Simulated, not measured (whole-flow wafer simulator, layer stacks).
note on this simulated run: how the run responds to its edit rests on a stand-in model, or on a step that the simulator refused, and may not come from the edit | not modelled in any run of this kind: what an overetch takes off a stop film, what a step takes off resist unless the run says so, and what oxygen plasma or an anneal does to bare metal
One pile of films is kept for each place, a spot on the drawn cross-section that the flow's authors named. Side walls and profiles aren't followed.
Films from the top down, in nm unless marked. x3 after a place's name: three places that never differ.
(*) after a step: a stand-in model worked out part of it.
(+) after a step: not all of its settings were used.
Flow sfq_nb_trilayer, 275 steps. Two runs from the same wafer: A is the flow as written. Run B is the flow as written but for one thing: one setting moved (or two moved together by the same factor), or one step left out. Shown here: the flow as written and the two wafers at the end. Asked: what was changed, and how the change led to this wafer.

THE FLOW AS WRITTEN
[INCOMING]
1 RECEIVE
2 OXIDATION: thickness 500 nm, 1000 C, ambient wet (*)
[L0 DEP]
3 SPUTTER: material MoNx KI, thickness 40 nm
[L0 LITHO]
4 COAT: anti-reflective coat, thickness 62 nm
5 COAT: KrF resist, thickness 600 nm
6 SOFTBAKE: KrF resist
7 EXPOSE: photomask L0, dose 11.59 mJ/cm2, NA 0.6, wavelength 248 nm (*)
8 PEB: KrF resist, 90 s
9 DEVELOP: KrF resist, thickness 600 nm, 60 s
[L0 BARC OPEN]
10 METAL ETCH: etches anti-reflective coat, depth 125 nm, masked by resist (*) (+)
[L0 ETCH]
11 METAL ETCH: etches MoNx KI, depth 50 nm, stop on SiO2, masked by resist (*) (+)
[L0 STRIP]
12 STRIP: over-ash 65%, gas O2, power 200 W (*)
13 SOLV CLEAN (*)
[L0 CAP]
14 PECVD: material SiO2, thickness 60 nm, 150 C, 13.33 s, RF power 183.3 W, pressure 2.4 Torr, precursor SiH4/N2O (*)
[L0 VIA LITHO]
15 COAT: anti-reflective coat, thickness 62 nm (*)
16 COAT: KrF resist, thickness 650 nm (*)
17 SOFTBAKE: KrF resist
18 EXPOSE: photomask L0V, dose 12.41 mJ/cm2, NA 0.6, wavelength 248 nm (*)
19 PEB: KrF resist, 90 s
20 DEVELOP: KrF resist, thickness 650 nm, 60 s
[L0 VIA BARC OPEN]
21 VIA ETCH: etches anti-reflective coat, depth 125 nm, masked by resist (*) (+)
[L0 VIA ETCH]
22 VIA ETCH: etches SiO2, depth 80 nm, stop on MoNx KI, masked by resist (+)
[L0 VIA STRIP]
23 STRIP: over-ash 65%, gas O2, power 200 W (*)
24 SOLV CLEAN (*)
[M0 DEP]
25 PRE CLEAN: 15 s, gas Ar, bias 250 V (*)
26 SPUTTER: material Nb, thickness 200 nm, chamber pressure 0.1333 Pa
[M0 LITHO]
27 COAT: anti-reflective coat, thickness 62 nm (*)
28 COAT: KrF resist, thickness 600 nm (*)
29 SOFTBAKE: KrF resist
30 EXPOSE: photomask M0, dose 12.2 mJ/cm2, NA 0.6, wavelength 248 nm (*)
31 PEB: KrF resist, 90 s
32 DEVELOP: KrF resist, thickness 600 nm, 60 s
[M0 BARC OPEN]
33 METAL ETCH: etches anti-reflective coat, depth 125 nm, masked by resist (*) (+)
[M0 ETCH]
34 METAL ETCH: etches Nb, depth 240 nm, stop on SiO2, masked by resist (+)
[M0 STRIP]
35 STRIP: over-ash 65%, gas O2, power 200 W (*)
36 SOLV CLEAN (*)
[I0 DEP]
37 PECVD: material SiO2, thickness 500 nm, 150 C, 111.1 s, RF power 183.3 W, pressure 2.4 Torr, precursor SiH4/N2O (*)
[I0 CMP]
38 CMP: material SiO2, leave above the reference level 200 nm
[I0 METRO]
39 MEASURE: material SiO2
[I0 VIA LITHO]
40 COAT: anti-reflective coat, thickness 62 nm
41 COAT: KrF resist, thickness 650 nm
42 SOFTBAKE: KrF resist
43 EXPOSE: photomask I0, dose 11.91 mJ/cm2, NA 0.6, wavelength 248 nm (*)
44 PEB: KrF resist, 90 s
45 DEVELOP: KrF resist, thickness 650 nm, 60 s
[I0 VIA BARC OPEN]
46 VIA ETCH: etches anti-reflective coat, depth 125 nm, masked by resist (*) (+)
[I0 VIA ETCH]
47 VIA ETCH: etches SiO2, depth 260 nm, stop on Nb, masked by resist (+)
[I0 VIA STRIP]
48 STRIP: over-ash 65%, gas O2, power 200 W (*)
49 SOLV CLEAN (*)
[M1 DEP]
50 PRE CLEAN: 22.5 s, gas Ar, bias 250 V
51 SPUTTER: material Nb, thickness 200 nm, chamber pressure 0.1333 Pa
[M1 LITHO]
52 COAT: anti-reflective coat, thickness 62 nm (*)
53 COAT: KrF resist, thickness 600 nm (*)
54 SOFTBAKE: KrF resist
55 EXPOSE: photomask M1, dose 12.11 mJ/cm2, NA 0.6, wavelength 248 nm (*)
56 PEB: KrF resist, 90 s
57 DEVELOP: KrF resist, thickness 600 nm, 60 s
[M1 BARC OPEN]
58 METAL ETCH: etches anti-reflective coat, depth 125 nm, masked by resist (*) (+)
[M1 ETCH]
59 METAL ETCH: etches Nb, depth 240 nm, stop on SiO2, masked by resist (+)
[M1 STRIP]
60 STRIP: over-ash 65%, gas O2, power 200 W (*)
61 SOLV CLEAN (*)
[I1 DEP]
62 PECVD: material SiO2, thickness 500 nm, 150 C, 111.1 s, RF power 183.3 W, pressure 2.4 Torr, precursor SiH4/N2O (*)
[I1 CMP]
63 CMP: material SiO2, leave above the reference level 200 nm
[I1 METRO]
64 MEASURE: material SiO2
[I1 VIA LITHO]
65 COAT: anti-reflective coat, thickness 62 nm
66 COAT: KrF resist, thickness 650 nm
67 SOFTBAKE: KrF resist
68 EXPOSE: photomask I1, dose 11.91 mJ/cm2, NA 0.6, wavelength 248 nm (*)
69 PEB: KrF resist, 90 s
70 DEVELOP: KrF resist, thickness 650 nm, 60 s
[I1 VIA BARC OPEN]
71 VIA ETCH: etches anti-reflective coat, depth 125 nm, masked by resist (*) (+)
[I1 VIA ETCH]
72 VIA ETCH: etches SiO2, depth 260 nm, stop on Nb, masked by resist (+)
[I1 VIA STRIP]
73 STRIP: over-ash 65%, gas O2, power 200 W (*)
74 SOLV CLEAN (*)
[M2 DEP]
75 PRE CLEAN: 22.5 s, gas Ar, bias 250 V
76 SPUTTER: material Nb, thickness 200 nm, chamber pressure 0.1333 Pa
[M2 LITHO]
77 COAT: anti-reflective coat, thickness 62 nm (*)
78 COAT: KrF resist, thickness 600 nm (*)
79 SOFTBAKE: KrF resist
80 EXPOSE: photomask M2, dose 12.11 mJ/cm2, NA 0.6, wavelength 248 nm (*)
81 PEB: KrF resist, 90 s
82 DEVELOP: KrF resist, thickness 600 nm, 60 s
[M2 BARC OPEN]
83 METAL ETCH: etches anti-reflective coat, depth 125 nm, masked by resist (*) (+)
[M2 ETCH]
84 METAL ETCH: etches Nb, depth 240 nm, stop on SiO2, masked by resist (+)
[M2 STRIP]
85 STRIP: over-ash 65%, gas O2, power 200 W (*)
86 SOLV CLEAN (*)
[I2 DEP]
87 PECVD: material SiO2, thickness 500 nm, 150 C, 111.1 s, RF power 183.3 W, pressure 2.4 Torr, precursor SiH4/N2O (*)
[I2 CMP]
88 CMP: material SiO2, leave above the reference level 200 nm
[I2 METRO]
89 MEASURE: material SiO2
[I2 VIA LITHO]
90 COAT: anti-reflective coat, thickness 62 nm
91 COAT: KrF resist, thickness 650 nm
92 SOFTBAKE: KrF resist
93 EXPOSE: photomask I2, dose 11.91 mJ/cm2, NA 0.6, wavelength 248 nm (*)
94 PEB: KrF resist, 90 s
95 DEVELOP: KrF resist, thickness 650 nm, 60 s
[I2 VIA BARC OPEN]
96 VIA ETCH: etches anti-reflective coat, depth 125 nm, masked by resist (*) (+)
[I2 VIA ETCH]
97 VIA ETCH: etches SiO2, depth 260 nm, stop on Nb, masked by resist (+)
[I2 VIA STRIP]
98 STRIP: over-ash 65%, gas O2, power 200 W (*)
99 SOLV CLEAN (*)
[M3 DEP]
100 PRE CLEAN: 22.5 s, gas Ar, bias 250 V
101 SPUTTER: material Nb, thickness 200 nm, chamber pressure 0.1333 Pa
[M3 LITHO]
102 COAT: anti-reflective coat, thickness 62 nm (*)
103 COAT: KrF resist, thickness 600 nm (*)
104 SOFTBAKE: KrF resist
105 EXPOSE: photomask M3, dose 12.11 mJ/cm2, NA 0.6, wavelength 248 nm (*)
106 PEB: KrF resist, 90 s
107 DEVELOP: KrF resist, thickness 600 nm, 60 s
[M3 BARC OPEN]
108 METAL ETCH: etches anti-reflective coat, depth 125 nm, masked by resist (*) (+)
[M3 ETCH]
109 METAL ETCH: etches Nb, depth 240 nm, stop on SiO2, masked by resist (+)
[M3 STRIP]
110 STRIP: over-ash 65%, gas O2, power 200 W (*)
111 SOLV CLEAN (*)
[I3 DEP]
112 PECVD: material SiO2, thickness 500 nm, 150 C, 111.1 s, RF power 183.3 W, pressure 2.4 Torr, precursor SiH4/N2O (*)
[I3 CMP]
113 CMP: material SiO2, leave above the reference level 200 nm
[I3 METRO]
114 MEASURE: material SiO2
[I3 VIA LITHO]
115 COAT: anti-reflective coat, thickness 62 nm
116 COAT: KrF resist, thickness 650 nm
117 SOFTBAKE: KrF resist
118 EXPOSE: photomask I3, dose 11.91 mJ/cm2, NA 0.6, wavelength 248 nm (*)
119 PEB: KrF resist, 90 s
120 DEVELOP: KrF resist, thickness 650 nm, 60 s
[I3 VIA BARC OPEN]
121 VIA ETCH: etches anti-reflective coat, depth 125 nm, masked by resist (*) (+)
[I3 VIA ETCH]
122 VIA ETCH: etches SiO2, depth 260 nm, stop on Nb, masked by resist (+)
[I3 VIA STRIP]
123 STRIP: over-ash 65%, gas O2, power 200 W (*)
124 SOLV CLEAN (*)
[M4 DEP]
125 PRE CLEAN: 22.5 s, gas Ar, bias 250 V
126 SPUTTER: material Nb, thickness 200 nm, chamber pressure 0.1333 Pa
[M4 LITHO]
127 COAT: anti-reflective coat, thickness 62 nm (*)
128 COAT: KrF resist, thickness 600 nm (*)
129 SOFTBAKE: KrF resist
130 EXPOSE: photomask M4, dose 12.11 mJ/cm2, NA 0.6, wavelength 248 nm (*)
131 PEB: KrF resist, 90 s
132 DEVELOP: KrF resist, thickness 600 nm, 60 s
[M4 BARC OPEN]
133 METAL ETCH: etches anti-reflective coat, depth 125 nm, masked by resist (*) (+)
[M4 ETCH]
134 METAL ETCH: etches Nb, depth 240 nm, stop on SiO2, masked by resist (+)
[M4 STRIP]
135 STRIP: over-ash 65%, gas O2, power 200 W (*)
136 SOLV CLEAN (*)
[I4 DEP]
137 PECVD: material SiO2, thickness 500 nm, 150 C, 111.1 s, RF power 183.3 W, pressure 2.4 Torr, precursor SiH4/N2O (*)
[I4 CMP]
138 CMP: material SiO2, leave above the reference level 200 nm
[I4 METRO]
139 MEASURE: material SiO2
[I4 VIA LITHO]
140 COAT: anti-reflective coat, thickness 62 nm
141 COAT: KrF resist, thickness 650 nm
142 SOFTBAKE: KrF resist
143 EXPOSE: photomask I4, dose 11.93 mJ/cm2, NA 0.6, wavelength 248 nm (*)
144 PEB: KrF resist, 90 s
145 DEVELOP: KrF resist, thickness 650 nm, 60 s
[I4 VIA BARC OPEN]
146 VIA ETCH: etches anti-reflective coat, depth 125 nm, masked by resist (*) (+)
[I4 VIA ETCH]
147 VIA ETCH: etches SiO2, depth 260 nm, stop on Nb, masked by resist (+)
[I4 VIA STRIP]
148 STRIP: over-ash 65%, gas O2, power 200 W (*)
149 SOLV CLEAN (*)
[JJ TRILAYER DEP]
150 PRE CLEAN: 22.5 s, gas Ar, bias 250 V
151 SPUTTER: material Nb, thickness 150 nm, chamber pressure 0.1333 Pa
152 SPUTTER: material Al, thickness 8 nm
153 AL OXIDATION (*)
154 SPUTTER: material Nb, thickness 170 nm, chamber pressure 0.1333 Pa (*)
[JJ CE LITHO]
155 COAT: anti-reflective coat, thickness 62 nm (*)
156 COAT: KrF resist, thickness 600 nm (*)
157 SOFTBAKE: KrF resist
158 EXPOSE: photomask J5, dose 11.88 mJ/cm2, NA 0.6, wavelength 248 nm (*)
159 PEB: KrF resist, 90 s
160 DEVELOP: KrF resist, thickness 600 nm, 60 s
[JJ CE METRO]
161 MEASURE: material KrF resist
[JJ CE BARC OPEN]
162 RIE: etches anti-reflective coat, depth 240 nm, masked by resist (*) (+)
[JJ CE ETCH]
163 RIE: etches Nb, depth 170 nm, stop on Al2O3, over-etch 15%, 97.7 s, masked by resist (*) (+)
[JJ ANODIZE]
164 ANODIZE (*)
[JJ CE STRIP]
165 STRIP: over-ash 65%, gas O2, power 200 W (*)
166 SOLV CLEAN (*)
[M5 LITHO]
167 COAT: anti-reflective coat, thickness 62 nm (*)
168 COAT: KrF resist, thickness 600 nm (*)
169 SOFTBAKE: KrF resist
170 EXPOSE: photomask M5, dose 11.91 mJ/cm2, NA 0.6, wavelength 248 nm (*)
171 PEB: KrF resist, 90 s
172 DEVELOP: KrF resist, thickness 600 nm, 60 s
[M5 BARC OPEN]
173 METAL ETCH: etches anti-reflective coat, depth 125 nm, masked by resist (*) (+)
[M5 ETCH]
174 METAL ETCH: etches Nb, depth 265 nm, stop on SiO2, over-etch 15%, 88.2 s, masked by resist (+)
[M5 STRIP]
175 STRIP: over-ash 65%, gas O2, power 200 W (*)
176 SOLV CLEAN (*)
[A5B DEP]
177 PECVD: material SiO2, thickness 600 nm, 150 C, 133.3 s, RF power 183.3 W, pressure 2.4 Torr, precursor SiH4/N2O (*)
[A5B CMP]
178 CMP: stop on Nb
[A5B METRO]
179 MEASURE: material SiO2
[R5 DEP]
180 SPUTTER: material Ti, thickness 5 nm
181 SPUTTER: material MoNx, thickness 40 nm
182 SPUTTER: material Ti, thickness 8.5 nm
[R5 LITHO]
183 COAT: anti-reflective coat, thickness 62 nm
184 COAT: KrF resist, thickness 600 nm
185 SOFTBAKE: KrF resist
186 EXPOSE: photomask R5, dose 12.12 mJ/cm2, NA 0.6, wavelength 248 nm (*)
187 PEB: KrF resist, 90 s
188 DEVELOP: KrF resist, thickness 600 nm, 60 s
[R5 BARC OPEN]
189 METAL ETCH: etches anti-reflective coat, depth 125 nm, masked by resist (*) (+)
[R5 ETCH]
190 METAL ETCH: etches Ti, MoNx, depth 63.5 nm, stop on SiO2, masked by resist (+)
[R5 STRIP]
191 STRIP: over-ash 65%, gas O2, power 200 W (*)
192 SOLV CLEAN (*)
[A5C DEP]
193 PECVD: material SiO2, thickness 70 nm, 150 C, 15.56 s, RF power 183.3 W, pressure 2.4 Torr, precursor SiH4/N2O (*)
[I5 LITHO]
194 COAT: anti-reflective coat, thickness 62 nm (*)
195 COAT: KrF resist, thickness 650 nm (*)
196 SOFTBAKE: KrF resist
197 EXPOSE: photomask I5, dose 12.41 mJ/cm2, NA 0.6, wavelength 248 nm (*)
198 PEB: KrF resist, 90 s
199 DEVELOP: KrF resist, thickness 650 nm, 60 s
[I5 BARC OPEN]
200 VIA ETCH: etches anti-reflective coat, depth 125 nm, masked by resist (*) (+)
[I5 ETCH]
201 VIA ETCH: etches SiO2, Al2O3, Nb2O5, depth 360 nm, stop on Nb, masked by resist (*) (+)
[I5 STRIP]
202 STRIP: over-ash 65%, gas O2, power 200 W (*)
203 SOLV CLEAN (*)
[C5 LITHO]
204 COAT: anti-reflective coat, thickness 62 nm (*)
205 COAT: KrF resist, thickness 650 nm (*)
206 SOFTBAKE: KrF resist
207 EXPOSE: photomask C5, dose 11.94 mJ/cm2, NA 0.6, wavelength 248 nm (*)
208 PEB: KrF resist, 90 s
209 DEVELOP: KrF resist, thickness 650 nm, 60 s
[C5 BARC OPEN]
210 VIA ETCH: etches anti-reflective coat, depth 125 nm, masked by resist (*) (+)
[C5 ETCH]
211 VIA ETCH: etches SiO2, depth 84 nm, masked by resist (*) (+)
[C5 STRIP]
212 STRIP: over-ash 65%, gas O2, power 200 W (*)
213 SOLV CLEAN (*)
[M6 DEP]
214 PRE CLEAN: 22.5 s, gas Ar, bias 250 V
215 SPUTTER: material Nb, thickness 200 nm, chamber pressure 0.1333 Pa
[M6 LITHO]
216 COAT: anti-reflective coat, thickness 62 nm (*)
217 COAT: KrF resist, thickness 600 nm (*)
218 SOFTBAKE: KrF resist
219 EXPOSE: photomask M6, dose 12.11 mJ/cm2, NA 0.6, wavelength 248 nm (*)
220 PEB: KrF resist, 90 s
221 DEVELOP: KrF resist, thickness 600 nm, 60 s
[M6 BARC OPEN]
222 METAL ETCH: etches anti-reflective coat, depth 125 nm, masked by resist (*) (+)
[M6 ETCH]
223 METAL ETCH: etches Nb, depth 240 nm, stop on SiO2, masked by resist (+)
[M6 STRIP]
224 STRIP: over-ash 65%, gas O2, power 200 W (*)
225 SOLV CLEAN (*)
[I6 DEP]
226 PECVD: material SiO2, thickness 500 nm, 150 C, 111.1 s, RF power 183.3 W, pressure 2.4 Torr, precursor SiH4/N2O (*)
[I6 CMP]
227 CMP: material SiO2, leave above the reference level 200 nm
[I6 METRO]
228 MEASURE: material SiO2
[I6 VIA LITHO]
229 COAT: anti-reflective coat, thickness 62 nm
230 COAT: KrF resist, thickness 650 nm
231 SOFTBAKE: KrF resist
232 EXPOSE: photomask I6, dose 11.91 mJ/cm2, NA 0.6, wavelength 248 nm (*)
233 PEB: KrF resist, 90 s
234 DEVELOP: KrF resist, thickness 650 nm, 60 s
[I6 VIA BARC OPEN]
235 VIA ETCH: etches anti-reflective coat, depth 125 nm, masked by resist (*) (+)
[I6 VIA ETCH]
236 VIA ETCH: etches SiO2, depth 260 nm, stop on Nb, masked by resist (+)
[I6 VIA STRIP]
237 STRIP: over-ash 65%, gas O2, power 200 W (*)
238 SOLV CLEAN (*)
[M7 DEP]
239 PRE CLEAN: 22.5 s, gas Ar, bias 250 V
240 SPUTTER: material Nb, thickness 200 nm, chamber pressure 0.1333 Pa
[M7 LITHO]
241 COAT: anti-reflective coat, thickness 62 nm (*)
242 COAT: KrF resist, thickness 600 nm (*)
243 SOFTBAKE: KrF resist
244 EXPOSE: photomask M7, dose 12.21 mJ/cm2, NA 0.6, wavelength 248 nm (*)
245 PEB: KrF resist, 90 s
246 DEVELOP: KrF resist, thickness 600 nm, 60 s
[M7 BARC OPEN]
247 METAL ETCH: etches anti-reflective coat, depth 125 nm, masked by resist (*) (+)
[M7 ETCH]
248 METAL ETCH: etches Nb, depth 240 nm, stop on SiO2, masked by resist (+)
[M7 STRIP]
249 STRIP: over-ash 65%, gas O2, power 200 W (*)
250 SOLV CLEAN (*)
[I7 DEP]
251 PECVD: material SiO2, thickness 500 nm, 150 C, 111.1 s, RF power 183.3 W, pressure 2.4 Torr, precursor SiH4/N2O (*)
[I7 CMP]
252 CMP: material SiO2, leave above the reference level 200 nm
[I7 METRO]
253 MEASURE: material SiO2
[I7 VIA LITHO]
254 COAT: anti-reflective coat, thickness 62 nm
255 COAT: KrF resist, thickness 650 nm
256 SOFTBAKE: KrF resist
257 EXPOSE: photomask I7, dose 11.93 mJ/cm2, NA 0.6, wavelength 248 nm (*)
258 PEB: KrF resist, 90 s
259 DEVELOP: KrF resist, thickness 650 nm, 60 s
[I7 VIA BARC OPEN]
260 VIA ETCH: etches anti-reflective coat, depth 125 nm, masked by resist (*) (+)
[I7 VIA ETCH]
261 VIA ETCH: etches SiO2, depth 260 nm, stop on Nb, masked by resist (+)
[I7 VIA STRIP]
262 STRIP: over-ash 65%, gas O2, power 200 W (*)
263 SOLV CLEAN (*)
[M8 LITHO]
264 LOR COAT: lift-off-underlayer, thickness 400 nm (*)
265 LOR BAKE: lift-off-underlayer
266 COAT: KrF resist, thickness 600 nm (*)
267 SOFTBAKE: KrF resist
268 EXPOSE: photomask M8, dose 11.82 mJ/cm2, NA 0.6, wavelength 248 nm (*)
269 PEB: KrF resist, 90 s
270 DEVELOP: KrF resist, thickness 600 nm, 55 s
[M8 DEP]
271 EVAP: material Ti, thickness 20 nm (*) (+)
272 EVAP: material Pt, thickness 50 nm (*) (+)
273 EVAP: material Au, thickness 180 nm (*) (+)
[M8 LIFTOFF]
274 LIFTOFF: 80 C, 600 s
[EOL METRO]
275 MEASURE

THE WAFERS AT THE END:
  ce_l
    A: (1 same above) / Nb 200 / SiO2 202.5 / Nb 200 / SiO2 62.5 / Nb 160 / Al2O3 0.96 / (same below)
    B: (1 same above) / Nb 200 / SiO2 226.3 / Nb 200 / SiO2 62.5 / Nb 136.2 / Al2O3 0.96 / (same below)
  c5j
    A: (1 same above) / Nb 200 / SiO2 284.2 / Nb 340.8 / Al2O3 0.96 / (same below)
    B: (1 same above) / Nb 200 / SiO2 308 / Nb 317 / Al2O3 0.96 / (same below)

The cause: step 190, METAL ETCH: depth 87.3 nm was run, where the flow has depth 63.5 nm.

How the change led to this, step by step:
  190 METAL ETCH: etches Ti, MoNx, depth 63.5 nm, stop on SiO2, masked by resist (+)
      be_r, r_sur, res, r_end, r5r_line_l, r5r_line_c, r5r_line_r: A KrF resist -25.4 | B KrF resist -34.9
      ce_l, c5j, ce_r, wl_jj: A Ti -8.5 (all of it), MoNx -40 (all of it), Ti -5 (all of it), Nb -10 | B Ti -8.5 (all of it), MoNx -40 (all of it), Ti -5 (all of it), Nb -33.8
  194 COAT: anti-reflective coat, thickness 62 nm (*)
      wl_j_sl, wl_j_sr: A anti-reflective coat +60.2 (new film) | B anti-reflective coat +56.4 (new film)
      jj_sur: A anti-reflective coat +60.8 (new film) | B anti-reflective coat +57.1 (new film)
      (and at 5 more places)
  202 STRIP: over-ash 65%, gas O2, power 200 W (*)
      wl_j_sl, wl_j_sr: A KrF resist -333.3 (all of it), anti-reflective coat -60.2 (all of it) | B KrF resist -333.3 (all of it), anti-reflective coat -56.4 (all of it)
      jj_sur: A KrF resist -337.2 (all of it), anti-reflective coat -60.8 (all of it) | B KrF resist -337.4 (all of it), anti-reflective coat -57.1 (all of it)
      (and at 5 more places)
  204 COAT: anti-reflective coat, thickness 62 nm (*)
      wl_j_sl, wl_j_sr: A anti-reflective coat +60.2 (new film) | B anti-reflective coat +56.4 (new film)
      jj_sur: A anti-reflective coat +59.5 (new film) | B anti-reflective coat +55.7 (new film)
      (and at 5 more places)
  210 VIA ETCH: etches anti-reflective coat, depth 125 nm, masked by resist (*) (+)
      c5j: A anti-reflective coat -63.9 (all of it), SiO2 -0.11 | B anti-reflective coat -70.5 (all of it), SiO2 -0.07
  212 STRIP: over-ash 65%, gas O2, power 200 W (*)
      wl_j_sl, wl_j_sr: A KrF resist -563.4 (all of it), anti-reflective coat -60.2 (all of it) | B KrF resist -563.4 (all of it), anti-reflective coat -56.4 (all of it)
      jj_sur: A KrF resist -562 (all of it), anti-reflective coat -59.5 (all of it) | B KrF resist -562.2 (all of it), anti-reflective coat -55.7 (all of it)
      (and at 4 more places)
  216 COAT: anti-reflective coat, thickness 62 nm (*)
      wl_j_sl, wl_j_sr: A anti-reflective coat +60.2 (new film) | B anti-reflective coat +56.6 (new film)
      jj_sur: A anti-reflective coat +56.1 (new film) | B anti-reflective coat +52.4 (new film)
      (and at 5 more places)
  224 STRIP: over-ash 65%, gas O2, power 200 W (*)
      wl_j_sl, wl_j_sr: A KrF resist -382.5 (all of it), anti-reflective coat -60.2 (all of it) | B KrF resist -382.2 (all of it), anti-reflective coat -56.6 (all of it)
      jj_sur: A KrF resist -378.5 (all of it), anti-reflective coat -56.1 (all of it) | B KrF resist -378.3 (all of it), anti-reflective coat -52.4 (all of it)
      (and at 5 more places)
  227 CMP: material SiO2, leave above the reference level 200 nm
      ce_l, ce_r, wl_jj: A SiO2 -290 | B SiO2 -266.2
      c5j: A SiO2 -223 | B SiO2 -199.2
